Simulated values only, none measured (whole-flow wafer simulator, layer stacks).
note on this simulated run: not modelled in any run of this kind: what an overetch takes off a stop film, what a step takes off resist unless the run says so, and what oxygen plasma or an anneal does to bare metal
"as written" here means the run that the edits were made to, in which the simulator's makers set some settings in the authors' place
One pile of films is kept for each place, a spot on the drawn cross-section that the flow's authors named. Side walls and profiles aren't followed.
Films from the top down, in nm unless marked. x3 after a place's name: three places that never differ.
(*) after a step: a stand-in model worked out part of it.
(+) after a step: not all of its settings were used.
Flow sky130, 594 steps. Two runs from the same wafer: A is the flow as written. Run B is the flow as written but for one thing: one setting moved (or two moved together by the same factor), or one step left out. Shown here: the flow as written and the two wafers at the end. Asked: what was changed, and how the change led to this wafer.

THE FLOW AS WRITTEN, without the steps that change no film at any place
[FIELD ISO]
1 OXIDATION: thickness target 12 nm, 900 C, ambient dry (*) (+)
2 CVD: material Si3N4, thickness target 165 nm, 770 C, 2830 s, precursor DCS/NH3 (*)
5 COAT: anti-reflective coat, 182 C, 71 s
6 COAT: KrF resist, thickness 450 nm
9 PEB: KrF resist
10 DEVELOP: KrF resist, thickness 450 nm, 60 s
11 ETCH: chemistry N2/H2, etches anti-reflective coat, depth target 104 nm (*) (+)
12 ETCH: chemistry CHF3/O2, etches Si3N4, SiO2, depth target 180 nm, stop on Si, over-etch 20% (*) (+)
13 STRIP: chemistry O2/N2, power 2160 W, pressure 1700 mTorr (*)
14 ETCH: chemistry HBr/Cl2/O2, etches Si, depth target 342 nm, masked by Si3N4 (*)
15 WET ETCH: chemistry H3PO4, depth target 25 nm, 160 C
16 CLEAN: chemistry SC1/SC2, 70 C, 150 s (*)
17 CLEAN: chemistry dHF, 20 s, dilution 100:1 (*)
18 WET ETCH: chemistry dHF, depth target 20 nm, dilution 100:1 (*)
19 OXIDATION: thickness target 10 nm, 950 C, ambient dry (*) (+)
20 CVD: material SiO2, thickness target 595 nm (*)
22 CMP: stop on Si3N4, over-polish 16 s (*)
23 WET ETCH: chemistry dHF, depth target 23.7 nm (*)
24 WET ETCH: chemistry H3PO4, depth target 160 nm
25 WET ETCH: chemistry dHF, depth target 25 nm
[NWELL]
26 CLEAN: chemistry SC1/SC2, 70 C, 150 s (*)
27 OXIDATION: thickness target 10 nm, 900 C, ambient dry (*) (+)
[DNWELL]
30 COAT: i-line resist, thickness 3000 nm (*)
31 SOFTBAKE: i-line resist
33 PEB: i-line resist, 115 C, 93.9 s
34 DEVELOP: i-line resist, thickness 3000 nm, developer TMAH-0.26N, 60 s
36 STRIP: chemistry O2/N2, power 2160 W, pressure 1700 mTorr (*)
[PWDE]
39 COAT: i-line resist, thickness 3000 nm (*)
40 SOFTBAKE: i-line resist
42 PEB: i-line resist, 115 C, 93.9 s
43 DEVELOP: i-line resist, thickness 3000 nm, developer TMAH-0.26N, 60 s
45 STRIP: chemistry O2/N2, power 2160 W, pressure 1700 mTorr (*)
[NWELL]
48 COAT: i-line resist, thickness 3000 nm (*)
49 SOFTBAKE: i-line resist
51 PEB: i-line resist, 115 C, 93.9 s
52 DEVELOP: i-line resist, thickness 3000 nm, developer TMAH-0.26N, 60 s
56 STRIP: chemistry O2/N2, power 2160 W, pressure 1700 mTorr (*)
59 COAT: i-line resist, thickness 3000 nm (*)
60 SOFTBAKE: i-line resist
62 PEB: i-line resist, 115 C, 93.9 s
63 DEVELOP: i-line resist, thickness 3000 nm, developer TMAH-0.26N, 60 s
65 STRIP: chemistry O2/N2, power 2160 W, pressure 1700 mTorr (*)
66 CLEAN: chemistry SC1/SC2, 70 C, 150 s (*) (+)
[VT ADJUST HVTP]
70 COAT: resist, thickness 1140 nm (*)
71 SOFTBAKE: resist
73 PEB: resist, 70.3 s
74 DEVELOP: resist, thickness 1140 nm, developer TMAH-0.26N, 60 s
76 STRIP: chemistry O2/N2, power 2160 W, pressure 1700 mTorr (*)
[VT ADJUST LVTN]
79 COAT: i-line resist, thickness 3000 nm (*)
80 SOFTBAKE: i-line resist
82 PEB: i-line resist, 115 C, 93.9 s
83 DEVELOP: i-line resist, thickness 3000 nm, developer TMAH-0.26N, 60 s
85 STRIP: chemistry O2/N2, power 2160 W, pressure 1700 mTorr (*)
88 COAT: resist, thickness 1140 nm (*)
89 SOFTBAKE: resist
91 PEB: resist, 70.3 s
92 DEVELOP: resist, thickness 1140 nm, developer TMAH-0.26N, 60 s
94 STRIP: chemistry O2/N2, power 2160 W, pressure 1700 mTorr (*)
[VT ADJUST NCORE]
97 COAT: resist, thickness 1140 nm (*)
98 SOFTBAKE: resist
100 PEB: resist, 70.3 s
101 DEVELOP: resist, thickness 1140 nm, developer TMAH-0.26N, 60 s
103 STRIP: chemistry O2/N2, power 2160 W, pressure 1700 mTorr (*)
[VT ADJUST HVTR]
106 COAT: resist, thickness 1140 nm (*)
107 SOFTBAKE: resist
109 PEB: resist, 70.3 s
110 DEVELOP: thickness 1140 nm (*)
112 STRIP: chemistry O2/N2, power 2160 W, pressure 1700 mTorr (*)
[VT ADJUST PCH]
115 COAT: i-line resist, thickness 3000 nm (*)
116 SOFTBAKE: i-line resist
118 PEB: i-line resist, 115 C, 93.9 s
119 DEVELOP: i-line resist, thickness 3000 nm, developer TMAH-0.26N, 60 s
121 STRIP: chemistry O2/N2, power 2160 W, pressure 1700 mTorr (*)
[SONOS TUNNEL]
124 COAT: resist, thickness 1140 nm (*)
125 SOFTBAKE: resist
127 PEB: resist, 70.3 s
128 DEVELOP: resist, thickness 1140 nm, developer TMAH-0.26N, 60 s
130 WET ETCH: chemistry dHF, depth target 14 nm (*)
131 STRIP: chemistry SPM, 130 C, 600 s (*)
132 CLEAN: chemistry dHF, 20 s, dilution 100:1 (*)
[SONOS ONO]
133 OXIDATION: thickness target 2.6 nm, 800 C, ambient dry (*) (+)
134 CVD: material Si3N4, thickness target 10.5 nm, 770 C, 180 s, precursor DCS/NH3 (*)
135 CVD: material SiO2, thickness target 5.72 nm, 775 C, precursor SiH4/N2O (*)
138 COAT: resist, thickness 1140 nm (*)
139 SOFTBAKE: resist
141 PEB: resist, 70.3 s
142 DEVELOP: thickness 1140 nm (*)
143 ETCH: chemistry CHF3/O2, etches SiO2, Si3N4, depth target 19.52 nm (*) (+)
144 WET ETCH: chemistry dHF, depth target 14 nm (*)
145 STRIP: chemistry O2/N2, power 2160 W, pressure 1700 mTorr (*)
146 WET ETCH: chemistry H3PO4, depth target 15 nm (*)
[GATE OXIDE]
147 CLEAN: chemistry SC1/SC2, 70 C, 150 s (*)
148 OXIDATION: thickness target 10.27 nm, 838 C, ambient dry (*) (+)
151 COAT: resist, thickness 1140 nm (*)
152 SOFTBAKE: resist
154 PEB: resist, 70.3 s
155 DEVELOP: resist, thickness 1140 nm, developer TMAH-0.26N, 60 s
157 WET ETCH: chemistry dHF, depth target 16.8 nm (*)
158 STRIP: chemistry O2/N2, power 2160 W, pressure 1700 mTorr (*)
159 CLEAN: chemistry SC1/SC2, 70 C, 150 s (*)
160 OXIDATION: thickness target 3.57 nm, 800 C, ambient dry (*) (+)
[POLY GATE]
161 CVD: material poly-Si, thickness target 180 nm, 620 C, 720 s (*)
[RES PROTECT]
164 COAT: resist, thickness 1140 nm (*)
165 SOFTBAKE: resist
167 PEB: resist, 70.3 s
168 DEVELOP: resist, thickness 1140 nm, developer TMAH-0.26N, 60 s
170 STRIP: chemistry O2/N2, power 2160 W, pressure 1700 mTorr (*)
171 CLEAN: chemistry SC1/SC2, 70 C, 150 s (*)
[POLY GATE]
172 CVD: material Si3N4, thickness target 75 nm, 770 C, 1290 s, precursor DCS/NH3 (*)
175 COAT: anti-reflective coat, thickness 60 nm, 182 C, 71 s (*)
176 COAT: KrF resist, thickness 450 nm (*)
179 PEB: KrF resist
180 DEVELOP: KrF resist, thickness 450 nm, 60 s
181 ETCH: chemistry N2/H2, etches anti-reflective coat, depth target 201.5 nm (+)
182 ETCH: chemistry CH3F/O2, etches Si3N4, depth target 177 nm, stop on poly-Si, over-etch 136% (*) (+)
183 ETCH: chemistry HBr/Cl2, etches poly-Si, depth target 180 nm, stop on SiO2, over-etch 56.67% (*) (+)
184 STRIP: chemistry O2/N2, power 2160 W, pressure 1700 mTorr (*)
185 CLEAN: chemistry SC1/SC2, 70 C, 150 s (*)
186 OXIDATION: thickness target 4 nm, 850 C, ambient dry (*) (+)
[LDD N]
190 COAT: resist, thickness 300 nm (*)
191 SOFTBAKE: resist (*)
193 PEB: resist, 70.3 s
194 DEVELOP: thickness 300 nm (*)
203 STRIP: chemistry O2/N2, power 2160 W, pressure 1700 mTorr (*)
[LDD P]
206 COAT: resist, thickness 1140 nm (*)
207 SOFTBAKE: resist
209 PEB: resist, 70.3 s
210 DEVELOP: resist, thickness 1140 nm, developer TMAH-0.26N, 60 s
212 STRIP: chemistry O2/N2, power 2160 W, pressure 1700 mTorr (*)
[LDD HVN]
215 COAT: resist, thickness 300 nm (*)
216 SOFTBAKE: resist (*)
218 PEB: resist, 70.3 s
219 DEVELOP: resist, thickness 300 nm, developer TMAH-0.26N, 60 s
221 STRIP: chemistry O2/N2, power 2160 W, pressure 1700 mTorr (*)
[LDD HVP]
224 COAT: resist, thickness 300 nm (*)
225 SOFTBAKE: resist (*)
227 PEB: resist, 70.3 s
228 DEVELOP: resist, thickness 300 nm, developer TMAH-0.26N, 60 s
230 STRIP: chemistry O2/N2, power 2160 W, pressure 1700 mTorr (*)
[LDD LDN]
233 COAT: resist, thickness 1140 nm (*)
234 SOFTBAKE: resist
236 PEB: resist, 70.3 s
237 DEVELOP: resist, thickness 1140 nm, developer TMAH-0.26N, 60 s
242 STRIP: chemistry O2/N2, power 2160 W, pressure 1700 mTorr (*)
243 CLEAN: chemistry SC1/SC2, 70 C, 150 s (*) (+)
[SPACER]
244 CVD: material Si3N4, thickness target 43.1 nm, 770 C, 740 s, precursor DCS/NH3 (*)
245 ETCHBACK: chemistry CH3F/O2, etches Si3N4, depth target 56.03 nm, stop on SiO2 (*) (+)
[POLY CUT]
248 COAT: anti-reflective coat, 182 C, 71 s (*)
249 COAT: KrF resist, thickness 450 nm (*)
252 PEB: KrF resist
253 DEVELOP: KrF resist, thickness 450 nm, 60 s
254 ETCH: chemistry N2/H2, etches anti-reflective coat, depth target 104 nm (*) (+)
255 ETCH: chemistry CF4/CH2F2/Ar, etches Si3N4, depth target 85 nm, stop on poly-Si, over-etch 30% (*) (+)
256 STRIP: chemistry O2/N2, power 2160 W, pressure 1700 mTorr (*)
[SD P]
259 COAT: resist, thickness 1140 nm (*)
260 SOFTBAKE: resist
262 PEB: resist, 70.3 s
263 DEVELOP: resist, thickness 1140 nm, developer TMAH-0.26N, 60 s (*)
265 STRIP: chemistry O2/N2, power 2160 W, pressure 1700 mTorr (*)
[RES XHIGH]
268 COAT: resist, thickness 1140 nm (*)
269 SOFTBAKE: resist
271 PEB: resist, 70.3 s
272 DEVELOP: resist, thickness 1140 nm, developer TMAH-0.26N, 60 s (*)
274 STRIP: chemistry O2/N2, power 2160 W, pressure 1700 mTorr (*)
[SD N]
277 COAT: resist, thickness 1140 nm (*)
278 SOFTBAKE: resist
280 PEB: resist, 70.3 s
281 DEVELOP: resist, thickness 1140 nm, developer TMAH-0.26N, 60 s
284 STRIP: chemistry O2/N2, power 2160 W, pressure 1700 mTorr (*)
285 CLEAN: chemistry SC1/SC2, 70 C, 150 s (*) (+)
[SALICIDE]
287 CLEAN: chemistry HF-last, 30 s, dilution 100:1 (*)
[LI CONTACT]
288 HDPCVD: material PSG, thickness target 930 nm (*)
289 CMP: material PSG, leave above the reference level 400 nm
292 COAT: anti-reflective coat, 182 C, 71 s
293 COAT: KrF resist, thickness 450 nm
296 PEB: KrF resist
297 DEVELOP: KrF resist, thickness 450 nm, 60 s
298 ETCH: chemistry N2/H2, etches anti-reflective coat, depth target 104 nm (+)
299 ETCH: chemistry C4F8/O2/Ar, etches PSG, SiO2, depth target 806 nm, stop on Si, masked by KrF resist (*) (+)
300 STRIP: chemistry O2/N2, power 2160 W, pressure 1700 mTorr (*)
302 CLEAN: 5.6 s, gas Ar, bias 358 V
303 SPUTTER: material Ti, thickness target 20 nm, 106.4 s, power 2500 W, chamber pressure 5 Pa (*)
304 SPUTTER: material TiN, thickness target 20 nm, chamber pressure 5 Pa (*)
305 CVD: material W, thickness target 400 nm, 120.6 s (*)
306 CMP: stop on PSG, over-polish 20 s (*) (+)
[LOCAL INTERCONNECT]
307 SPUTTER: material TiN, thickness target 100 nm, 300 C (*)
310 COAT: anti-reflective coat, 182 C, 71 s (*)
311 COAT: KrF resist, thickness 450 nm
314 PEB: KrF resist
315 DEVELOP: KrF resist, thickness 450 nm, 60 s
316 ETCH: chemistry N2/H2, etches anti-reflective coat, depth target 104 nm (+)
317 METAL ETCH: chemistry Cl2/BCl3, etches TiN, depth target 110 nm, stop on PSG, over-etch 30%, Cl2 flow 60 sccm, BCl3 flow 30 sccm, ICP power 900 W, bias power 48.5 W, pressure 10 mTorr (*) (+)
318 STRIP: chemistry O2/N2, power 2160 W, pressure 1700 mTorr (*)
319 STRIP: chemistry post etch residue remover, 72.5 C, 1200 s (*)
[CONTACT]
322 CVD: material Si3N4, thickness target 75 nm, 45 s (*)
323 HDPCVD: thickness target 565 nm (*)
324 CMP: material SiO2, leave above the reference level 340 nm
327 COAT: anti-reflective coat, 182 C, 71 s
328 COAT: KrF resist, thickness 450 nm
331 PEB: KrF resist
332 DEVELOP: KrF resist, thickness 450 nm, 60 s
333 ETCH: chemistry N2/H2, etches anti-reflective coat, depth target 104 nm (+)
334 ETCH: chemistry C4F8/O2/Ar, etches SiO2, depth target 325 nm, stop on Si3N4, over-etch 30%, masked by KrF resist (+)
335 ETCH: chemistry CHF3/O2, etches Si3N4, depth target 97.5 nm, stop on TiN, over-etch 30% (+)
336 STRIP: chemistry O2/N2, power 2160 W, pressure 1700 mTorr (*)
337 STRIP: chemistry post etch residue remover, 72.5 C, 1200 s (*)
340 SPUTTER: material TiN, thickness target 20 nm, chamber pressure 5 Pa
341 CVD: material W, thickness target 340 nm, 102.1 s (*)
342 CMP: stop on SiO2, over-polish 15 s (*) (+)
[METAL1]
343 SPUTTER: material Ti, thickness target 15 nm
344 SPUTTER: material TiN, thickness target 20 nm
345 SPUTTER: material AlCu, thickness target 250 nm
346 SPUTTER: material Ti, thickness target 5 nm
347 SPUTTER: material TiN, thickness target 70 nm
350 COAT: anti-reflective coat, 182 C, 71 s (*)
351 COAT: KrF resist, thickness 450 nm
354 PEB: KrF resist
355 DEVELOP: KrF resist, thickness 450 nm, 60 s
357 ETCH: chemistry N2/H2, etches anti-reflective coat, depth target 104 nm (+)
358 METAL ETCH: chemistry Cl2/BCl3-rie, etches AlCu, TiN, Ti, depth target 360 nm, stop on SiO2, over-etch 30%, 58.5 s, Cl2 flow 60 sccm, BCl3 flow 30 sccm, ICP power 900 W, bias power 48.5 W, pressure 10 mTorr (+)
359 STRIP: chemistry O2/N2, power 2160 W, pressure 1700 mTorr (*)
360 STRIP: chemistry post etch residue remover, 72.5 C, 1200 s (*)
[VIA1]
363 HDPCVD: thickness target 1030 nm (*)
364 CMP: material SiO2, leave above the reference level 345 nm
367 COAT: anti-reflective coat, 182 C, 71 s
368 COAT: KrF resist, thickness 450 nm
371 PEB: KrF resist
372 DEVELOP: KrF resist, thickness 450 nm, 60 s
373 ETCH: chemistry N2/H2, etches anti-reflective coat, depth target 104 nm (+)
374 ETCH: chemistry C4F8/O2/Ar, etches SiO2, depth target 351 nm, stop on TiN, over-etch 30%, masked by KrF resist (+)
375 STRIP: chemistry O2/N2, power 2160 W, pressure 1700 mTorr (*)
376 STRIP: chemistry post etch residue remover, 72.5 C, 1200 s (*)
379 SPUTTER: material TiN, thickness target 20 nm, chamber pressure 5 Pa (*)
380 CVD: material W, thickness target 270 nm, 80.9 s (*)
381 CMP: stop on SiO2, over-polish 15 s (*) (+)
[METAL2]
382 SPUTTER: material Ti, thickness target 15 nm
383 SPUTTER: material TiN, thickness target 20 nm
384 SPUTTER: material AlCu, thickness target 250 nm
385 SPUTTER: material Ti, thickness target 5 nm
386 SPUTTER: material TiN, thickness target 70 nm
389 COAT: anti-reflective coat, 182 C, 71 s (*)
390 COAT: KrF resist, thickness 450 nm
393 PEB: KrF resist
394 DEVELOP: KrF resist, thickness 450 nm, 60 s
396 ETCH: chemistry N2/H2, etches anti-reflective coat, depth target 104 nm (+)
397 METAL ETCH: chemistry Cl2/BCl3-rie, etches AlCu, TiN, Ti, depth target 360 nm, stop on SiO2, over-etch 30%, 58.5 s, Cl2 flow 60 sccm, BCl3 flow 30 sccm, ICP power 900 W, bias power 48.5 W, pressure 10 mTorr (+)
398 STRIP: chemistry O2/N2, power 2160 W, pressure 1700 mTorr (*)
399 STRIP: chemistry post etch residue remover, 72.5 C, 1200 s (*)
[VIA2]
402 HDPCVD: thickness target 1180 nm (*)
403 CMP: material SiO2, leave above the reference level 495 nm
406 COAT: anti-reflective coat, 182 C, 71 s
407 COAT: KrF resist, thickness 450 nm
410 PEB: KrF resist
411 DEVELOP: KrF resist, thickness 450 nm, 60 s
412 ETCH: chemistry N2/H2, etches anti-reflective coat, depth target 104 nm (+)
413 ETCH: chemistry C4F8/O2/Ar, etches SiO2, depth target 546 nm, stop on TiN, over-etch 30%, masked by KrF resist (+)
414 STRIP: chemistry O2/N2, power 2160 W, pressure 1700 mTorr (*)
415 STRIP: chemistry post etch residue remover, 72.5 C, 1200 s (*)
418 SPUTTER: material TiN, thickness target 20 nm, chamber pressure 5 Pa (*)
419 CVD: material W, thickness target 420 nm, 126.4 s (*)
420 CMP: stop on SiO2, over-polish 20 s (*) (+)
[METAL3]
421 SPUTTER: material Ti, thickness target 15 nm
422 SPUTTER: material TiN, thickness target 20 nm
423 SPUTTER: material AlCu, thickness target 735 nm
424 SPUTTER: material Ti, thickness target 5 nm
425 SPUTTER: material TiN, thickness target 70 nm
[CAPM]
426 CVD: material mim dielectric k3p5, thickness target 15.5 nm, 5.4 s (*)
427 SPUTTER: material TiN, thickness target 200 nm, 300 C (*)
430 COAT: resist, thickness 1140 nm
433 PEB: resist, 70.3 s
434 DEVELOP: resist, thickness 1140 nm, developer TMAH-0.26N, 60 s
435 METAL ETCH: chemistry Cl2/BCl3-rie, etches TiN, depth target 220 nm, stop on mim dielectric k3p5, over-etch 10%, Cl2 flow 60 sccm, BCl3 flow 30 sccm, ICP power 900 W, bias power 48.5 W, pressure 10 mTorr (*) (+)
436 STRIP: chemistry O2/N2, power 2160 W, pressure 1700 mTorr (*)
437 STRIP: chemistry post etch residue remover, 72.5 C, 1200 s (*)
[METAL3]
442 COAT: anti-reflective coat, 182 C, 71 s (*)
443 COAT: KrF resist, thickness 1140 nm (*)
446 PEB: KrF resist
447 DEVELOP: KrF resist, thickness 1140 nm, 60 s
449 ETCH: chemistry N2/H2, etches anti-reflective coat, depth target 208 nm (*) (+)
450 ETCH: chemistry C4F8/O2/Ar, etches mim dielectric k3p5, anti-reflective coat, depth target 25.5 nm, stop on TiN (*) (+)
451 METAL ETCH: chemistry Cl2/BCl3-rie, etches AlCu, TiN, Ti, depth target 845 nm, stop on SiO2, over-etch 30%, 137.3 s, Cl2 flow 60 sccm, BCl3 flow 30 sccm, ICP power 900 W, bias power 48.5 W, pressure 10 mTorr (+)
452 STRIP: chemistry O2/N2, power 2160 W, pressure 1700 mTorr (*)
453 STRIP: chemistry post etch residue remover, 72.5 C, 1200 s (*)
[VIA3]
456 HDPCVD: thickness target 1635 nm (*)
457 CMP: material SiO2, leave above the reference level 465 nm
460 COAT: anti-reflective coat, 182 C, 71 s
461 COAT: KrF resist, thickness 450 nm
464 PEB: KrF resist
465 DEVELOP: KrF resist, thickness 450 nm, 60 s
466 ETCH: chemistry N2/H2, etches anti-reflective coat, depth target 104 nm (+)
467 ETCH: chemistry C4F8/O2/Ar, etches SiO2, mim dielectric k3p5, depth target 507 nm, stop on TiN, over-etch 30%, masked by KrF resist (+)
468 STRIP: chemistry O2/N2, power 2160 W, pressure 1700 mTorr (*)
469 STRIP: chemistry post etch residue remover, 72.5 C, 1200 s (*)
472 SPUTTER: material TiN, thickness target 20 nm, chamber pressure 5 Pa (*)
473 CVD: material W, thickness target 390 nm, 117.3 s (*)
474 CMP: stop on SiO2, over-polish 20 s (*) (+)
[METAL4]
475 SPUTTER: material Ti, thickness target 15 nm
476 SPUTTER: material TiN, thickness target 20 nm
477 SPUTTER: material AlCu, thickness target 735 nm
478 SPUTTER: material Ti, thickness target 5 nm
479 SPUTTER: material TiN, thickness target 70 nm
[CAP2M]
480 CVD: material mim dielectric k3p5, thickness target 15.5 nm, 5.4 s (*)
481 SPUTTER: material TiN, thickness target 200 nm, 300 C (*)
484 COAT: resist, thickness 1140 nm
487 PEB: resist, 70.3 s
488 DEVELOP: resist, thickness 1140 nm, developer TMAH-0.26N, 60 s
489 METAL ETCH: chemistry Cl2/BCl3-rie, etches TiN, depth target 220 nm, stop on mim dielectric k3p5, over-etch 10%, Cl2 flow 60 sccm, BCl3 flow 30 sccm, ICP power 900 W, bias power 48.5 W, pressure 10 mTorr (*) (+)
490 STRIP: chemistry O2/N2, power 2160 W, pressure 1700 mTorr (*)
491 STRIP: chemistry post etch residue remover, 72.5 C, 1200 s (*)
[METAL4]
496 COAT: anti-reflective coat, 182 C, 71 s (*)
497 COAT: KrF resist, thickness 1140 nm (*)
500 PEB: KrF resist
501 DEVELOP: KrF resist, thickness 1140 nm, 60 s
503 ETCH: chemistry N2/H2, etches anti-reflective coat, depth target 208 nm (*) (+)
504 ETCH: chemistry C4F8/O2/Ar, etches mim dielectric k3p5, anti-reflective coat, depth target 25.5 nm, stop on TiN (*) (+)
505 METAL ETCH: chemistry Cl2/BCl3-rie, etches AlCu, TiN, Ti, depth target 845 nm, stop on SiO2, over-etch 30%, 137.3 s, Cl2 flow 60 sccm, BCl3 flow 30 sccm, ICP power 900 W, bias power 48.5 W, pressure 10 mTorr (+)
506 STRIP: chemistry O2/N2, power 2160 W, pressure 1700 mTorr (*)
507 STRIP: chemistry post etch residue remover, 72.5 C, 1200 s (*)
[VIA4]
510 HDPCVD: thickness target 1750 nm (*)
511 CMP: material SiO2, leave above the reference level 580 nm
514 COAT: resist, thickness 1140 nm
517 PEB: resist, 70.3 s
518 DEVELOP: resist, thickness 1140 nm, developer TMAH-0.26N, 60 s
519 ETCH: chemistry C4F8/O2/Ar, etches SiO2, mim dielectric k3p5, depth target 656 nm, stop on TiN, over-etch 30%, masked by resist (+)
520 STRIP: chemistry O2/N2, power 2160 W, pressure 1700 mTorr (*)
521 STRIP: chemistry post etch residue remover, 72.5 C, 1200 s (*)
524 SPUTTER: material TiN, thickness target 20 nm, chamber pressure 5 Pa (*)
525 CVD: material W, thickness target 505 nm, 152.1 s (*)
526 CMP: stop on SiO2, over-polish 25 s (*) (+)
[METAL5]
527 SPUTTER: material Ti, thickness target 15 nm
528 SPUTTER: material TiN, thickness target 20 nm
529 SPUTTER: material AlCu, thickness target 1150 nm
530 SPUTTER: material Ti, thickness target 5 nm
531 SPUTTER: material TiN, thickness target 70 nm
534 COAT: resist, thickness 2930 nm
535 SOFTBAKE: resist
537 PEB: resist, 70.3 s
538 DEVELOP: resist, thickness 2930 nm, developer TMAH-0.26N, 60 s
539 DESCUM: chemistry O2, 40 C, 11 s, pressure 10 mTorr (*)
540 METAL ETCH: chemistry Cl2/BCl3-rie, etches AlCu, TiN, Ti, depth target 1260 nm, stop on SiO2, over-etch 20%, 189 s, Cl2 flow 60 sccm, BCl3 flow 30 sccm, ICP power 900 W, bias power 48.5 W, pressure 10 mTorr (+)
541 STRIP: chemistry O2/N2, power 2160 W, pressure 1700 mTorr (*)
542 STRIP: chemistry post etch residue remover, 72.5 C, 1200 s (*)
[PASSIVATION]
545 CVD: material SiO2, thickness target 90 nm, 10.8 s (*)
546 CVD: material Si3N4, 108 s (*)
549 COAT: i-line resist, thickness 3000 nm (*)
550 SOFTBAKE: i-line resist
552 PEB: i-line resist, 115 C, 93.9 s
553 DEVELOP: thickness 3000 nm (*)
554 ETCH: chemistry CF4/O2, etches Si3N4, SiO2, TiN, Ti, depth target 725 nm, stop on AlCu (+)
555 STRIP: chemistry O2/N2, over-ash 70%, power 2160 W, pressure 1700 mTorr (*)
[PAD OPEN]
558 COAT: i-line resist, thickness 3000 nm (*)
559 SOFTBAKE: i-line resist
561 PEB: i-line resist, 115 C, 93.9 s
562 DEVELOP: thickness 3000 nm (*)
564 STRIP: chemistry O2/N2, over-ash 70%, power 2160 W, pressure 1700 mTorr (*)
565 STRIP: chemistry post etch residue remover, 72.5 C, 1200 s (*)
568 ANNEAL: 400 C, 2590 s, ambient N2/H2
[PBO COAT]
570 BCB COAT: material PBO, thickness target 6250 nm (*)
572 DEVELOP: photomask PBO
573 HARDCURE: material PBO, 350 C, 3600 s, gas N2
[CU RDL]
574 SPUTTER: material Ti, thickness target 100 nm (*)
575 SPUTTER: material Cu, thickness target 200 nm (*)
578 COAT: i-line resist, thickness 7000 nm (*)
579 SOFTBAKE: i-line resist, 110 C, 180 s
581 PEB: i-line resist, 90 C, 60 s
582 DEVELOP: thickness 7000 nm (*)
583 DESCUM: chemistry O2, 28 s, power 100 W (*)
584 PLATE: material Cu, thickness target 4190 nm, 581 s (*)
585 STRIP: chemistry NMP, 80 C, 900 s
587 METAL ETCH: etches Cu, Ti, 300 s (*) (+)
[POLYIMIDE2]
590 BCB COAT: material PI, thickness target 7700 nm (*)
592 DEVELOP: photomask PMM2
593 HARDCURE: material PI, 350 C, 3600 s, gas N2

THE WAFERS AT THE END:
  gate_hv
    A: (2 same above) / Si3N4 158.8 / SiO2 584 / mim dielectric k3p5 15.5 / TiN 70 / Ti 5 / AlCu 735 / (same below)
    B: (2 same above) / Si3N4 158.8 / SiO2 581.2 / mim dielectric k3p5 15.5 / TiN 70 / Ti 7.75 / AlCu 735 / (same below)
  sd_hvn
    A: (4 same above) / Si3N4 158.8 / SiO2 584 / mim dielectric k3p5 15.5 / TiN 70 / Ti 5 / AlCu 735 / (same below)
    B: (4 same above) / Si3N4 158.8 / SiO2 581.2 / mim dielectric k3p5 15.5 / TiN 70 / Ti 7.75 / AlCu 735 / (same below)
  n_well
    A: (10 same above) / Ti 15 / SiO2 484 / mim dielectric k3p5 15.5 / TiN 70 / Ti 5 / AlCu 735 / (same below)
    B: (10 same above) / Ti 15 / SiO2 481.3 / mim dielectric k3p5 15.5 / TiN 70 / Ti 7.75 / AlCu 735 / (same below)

The cause: step 478, SPUTTER: thickness target 7.75 nm was run, where the flow has thickness target 5 nm.
It can be read off the wafer: gate_hv has Ti 7.75, and step 478 as written asks for 5 nm.

How the change led to this, step by step:
  478 SPUTTER: material Ti, thickness target 5 nm
      field, active, n_well and 189 more: A Ti +5 (new film) | B Ti +7.75 (new film)
  505 METAL ETCH: chemistry Cl2/BCl3-rie, etches AlCu, TiN, Ti, depth target 845 nm, stop on SiO2, over-etch 30%, 137.3 s, Cl2 flow 60 sccm, BCl3 flow 30 sccm, ICP power 900 W, bias power 48.5 W, pressure 10 mTorr (+)
      field, gate, spacer and 68 more: A TiN -70 (all of it), Ti -5 (all of it), AlCu -735 (all of it), TiN -20 (all of it), Ti -15 (all of it), SiO2 -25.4 | B TiN -70 (all of it), Ti -7.75 (all of it), AlCu -735 (all of it), TiN -20 (all of it), Ti -15 (all of it), SiO2 -25.1
      active, vpp_iso1, mim_edge_plate and 14 more: A TiN -70 (all of it), Ti -5 (all of it), AlCu -735 (all of it), TiN -20 (all of it), Ti -15 (all of it), SiO2 -25.3 | B TiN -70 (all of it), Ti -7.75 (all of it), AlCu -735 (all of it), TiN -20 (all of it), Ti -15 (all of it), SiO2 -25.1
